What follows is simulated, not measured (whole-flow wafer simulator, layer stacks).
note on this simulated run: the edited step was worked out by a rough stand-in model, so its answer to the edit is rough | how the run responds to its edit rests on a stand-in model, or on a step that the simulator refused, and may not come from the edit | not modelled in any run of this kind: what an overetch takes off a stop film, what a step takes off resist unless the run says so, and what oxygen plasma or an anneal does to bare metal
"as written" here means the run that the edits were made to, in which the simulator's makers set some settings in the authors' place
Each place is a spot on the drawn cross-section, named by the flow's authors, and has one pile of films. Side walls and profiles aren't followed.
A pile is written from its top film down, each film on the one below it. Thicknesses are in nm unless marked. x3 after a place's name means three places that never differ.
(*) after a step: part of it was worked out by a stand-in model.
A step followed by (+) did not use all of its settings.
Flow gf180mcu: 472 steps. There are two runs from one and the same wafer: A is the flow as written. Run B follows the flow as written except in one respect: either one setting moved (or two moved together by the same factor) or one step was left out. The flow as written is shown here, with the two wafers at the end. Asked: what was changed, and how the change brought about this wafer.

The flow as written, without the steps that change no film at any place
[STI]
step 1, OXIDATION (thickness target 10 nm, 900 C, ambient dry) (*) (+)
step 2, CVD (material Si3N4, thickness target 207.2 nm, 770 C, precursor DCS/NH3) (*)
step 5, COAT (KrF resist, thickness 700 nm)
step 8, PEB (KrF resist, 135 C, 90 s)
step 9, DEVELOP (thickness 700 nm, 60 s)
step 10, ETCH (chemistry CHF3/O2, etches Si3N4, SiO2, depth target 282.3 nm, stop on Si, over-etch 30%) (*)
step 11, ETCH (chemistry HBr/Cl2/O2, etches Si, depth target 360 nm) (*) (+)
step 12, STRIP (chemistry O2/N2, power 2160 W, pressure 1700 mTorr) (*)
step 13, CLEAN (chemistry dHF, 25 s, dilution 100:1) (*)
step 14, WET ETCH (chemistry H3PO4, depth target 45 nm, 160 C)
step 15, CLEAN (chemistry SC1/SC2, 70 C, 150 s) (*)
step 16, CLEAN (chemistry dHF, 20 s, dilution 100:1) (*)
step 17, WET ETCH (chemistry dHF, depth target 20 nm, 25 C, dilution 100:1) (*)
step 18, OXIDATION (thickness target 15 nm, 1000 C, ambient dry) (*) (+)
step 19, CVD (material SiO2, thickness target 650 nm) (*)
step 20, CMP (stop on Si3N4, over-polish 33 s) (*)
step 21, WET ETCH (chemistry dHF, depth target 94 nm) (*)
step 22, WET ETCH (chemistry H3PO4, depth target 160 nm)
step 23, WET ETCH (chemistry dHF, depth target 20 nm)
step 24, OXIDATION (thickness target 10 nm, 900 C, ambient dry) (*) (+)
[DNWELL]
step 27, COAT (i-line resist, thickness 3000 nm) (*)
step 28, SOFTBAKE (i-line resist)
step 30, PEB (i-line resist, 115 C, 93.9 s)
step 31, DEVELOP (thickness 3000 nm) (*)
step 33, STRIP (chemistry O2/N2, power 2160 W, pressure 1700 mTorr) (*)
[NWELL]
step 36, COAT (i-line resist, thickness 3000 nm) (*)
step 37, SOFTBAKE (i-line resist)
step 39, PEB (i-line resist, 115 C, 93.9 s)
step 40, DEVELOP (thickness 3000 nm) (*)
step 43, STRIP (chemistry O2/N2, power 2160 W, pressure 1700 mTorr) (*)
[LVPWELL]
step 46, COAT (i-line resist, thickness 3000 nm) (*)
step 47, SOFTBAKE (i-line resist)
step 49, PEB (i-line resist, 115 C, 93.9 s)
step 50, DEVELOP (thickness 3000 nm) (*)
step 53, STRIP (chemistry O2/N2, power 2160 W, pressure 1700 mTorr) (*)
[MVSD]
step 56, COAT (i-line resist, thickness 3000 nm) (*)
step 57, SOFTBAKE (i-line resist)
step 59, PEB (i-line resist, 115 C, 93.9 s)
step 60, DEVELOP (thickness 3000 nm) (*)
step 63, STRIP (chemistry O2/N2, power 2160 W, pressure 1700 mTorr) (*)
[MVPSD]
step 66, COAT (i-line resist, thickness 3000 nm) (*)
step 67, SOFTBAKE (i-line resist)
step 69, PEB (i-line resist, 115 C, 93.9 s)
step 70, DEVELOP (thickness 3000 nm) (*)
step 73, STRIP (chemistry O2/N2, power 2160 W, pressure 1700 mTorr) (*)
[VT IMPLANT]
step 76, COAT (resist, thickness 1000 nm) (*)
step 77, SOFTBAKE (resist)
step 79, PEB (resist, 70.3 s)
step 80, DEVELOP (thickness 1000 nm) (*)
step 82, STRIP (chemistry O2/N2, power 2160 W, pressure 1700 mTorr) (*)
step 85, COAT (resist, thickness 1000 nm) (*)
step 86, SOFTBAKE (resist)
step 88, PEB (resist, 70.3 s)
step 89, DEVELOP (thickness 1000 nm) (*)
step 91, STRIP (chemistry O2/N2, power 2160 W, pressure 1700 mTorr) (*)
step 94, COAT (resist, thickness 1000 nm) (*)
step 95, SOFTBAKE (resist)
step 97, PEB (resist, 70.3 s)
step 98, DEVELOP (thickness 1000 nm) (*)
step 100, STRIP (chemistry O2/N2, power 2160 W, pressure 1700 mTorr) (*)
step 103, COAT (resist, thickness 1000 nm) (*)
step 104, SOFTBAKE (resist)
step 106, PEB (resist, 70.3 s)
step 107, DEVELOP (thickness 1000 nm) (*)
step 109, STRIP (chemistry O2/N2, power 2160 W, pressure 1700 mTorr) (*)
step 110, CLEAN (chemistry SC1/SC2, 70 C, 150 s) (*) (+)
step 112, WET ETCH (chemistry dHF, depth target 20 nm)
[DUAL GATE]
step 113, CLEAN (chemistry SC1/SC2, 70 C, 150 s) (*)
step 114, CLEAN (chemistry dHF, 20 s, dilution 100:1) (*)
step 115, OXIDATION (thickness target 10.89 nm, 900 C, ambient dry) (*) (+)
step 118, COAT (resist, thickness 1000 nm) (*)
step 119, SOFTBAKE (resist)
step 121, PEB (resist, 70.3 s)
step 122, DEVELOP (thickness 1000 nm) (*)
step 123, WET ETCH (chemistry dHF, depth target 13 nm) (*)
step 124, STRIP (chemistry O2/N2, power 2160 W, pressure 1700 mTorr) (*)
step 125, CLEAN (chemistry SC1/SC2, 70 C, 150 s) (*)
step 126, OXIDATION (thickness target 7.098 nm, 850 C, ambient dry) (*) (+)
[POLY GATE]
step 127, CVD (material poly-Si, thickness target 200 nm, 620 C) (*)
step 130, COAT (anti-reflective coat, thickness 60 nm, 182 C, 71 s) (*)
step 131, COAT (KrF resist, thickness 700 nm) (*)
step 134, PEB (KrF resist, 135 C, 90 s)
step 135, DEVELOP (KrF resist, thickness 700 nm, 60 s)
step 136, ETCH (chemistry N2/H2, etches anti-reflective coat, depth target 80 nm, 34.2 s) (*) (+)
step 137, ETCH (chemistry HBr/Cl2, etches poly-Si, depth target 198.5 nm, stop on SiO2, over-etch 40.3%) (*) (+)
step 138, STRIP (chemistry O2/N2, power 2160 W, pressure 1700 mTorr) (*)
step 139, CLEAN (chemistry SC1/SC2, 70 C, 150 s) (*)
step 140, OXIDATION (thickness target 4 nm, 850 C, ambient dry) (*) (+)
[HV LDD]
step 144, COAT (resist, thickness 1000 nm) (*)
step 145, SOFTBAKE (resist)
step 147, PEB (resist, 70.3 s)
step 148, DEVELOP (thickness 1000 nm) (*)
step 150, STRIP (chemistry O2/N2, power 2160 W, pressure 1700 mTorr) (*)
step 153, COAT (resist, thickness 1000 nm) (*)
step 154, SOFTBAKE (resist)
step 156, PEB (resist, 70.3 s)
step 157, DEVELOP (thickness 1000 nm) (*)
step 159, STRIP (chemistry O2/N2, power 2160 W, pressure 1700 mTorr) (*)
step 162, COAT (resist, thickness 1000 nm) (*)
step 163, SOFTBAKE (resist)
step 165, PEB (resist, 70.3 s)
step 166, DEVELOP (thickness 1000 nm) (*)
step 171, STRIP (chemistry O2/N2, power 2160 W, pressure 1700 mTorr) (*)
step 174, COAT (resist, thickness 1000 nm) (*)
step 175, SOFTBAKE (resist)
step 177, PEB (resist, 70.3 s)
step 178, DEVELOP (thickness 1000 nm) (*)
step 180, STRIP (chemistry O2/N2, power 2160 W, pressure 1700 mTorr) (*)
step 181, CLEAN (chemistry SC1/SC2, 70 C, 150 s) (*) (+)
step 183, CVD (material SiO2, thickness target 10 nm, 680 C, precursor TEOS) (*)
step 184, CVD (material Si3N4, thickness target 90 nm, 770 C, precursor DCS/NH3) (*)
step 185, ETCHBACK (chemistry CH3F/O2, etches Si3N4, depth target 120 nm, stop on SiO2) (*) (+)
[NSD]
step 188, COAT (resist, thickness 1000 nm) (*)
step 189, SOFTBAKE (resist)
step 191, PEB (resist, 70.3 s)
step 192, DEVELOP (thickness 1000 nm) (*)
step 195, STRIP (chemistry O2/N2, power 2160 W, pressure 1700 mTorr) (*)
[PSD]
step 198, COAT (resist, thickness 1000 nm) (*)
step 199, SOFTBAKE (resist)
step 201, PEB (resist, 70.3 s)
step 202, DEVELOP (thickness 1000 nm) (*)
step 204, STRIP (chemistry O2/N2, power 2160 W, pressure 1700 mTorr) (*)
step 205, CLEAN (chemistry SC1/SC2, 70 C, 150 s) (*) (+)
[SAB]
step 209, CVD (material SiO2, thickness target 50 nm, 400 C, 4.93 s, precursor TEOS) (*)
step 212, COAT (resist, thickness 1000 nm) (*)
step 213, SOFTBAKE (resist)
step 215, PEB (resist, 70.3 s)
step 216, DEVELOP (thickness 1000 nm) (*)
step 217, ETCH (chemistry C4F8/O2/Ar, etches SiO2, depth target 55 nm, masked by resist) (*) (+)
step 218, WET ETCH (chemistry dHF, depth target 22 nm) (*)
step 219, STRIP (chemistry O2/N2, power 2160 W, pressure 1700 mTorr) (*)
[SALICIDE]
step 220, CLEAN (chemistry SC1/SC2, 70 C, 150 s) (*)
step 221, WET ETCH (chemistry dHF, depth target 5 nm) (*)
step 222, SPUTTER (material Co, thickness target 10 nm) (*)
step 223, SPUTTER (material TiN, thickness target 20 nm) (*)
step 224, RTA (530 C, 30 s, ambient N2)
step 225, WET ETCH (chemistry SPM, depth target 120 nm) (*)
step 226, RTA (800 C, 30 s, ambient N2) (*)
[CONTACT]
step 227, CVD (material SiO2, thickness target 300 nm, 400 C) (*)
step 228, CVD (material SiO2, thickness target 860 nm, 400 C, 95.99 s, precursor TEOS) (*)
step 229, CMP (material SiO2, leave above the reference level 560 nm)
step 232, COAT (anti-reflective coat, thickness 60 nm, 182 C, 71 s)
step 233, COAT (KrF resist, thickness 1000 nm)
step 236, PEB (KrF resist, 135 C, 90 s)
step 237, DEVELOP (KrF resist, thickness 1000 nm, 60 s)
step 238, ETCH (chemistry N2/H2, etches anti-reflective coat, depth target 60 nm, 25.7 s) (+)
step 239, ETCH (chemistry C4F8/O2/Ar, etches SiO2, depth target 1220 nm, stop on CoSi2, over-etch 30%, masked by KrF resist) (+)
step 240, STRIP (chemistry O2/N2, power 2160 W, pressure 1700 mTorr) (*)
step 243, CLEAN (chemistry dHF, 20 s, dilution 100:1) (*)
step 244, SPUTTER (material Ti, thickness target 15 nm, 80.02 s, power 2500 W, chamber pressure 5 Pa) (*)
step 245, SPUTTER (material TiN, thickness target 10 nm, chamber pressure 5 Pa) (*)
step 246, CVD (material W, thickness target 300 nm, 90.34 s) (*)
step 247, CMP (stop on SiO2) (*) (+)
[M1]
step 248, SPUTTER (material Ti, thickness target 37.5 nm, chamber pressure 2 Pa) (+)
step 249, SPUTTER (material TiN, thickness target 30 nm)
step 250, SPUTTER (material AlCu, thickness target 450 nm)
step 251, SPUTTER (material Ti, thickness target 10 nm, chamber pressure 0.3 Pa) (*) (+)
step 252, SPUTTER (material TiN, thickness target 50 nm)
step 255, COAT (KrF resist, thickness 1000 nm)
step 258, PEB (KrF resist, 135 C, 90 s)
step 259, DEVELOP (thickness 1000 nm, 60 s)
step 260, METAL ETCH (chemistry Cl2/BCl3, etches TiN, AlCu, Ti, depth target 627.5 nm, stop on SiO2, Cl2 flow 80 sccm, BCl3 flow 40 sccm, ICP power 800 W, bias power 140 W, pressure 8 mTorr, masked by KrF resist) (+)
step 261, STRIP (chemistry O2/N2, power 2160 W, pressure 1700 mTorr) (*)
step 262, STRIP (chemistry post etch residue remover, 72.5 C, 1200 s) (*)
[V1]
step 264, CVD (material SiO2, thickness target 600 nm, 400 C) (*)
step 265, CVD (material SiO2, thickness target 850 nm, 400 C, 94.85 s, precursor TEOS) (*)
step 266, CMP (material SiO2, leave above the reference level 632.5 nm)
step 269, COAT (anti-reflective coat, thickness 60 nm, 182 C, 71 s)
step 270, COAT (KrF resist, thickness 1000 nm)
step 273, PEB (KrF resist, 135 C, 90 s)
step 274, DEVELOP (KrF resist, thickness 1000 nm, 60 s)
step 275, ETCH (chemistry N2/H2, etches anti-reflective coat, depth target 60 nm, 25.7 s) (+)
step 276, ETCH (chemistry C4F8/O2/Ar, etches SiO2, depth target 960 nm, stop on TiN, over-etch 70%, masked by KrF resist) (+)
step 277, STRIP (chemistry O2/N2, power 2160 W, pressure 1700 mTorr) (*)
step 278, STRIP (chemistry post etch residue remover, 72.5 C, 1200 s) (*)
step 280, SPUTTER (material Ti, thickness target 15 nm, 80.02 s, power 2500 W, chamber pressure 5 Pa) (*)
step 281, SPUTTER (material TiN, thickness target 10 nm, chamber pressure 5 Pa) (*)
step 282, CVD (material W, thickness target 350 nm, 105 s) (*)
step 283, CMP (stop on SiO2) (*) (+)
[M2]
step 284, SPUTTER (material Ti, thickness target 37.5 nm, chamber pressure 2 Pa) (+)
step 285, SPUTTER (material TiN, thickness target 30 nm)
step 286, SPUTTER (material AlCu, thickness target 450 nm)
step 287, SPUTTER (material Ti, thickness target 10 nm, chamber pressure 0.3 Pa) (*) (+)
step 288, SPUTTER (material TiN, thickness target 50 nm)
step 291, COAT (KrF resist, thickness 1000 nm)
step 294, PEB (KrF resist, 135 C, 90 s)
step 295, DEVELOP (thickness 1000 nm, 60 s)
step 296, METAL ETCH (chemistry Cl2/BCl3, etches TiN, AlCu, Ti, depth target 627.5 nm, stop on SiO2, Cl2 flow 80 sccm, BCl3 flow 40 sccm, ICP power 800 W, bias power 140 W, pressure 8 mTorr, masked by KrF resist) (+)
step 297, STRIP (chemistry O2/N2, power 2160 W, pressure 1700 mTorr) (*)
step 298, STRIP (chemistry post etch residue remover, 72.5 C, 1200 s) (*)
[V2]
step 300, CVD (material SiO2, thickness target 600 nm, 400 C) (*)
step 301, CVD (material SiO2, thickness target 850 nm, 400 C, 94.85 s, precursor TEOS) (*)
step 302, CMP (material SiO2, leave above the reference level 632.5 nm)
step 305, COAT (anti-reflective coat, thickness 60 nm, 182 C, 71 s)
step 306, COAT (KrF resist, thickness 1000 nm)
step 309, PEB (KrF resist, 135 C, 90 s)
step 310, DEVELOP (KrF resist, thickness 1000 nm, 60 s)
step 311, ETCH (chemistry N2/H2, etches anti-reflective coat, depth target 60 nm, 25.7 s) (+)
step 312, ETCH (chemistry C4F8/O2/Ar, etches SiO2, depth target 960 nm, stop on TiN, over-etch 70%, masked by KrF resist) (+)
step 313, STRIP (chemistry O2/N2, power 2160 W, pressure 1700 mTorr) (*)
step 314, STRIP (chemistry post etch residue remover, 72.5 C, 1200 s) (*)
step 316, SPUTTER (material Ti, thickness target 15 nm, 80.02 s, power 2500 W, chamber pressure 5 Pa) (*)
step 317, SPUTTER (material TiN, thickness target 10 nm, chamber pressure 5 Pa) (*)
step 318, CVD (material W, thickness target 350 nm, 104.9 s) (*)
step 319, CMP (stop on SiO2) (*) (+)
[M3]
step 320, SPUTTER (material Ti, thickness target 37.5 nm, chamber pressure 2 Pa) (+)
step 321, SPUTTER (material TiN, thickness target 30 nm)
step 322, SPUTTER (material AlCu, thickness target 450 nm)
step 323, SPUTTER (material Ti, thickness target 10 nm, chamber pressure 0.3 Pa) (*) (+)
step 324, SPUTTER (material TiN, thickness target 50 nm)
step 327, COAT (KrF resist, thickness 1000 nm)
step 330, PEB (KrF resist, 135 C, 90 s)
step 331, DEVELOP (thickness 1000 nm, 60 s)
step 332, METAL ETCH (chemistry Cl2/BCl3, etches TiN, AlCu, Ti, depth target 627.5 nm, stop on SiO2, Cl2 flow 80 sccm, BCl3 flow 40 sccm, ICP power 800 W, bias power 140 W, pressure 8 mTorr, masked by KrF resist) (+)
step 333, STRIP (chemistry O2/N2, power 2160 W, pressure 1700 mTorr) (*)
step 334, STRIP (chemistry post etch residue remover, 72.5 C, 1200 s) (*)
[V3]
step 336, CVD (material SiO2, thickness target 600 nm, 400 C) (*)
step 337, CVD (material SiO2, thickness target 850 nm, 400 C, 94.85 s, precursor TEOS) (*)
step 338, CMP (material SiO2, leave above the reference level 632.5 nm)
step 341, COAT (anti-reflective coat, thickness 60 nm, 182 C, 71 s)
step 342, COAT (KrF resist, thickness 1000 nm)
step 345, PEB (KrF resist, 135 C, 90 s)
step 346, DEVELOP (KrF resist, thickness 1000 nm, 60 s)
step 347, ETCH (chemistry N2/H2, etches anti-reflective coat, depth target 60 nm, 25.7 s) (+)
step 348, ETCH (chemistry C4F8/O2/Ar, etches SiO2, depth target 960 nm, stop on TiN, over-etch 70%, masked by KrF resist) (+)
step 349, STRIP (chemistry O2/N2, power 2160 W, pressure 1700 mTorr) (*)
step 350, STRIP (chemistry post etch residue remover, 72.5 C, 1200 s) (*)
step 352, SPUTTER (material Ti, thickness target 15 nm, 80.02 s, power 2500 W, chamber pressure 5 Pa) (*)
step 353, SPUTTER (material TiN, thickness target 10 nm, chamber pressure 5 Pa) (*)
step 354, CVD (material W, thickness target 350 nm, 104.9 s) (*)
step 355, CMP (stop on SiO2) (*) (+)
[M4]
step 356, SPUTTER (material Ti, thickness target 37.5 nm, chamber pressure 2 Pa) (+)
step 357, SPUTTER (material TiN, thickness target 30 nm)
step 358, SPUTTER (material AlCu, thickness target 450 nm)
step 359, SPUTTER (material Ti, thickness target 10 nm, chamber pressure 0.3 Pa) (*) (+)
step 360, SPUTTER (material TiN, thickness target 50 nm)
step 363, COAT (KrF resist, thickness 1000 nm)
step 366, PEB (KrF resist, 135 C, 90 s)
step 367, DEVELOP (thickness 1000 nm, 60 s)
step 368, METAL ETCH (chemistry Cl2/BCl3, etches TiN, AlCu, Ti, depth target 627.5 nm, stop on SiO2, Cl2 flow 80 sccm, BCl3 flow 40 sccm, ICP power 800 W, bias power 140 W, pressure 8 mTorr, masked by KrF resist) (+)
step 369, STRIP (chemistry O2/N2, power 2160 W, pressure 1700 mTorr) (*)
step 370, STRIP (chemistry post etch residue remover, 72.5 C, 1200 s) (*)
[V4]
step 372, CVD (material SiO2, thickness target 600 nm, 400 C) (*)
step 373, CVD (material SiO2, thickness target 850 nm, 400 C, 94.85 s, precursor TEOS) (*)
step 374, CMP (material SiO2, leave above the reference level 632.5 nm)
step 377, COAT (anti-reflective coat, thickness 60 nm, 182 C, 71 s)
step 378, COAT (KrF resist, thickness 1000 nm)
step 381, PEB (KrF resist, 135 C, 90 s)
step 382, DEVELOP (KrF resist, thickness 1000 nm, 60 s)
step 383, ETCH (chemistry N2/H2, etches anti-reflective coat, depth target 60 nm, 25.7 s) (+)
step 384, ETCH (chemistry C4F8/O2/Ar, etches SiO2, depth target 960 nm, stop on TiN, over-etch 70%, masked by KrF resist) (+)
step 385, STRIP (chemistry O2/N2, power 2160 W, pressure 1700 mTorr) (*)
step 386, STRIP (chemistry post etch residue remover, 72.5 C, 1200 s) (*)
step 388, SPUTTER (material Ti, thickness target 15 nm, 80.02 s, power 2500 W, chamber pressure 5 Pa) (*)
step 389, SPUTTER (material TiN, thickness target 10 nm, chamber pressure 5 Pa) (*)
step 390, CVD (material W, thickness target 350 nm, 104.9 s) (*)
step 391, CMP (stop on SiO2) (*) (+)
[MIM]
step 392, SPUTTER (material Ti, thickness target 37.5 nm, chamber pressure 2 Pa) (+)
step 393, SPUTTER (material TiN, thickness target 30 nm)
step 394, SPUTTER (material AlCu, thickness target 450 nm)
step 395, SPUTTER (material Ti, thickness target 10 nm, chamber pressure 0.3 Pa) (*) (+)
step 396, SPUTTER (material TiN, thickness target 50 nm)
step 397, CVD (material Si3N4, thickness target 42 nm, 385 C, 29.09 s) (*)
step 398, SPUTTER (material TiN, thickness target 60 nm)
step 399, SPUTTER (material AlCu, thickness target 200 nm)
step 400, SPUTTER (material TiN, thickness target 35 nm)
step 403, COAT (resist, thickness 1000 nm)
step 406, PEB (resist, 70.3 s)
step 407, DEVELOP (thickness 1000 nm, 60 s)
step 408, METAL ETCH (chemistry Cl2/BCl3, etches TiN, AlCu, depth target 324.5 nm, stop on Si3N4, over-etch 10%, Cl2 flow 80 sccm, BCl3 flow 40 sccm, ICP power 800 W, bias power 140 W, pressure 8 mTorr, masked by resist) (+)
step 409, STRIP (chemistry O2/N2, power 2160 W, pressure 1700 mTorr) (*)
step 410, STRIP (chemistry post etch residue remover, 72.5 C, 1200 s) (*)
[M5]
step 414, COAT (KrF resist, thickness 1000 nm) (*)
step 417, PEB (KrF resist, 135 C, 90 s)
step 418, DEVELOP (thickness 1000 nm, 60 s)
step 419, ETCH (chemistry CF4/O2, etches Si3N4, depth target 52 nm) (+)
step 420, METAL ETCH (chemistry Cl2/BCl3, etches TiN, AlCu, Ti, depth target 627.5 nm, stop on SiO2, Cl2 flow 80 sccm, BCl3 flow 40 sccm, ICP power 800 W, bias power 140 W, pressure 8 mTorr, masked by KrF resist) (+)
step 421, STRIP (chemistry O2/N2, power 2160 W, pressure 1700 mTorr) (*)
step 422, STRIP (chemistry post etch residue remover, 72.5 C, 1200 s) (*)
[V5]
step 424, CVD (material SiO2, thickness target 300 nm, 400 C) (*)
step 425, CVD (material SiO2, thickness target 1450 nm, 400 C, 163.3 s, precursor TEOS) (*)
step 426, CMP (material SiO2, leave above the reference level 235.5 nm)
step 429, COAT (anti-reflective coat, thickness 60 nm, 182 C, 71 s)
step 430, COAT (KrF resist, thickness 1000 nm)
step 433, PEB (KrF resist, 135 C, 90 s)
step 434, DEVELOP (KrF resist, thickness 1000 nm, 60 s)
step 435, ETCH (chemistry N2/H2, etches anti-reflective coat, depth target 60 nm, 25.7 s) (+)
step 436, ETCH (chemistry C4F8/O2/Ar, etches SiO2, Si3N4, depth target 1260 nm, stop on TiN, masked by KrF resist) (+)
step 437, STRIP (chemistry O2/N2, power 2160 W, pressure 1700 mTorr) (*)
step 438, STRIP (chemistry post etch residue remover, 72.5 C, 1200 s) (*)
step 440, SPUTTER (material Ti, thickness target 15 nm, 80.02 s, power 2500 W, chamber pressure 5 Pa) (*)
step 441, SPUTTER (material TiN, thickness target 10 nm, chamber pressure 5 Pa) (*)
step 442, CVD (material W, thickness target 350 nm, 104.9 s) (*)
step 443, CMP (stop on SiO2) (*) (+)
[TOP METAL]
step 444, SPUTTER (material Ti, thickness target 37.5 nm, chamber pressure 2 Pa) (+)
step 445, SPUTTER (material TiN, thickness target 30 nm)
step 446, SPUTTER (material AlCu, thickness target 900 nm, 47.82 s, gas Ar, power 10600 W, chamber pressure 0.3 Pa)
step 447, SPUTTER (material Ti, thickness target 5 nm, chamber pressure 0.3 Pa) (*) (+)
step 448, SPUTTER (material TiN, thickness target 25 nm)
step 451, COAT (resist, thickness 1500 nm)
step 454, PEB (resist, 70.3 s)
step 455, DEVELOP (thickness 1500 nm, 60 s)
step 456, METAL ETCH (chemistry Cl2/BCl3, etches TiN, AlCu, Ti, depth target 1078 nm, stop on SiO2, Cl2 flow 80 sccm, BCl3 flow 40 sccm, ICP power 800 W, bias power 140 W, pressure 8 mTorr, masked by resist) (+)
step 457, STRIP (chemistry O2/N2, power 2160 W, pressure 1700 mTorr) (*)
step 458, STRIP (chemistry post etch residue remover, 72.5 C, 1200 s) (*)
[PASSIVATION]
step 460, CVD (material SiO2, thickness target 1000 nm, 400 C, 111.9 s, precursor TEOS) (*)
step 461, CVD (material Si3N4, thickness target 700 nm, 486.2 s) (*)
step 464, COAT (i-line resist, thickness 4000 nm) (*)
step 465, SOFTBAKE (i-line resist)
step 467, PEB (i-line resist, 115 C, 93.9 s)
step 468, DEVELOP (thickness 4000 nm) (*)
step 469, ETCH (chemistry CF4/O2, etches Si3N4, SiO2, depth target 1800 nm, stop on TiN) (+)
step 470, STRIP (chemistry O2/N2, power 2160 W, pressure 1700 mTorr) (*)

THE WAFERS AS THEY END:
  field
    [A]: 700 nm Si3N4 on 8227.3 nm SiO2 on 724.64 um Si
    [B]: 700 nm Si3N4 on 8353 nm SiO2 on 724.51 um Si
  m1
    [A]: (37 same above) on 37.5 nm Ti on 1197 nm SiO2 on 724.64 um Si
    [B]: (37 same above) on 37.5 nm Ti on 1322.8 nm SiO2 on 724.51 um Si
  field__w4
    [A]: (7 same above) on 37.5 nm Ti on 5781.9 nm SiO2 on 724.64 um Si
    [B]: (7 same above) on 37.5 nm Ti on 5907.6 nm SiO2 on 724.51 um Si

Cause: step 11, ETCH: depth target 486 nm was run, though the flow has depth target 360 nm.

How this came from the change, step by step:
  step 11, ETCH (chemistry HBr/Cl2/O2, etches Si, depth target 360 nm) (*) (+)
      active, n_well, p_well and 40 more: A -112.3 KrF resist | B -154.3 KrF resist
      field, field_sub, sti and 34 more: A -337 Si | B -463 Si
  step 12, STRIP (chemistry O2/N2, power 2160 W, pressure 1700 mTorr) (*)
      active, n_well, p_well and 40 more: A -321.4 KrF resist (all of it) | B -279.4 KrF resist (all of it)
  step 19, CVD (material SiO2, thickness target 650 nm) (*)
      m1, ld_fp_n, ld_drift_n and 8 more: A +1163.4 SiO2 | B +1289.4 SiO2
  step 20, CMP (stop on Si3N4, over-polish 33 s) (*)
      sti, mim_1p0, pad and 11 more: A -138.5 SiO2 | B -12.5 SiO2
      nw_enc_fld, nw_enc_fld_lv: A -142.5 SiO2 | B -16.5 SiO2
      (and at 10 other places as well)
  step 189, SOFTBAKE (resist)
      active_hv: A +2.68 resist | B -0.48 resist
  step 199, SOFTBAKE (resist)
      active_hv: A +2.68 resist | B -0.48 resist
  step 223, SPUTTER (material TiN, thickness target 20 nm) (*)
      field__w12: A +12 TiN (new film) | B +12.6 TiN (new film)
  step 225, WET ETCH (chemistry SPM, depth target 120 nm) (*)
      field__w12: A -12 TiN (all of it), -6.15 Co (all of it) | B -12.6 TiN (all of it), -6.15 Co (all of it)
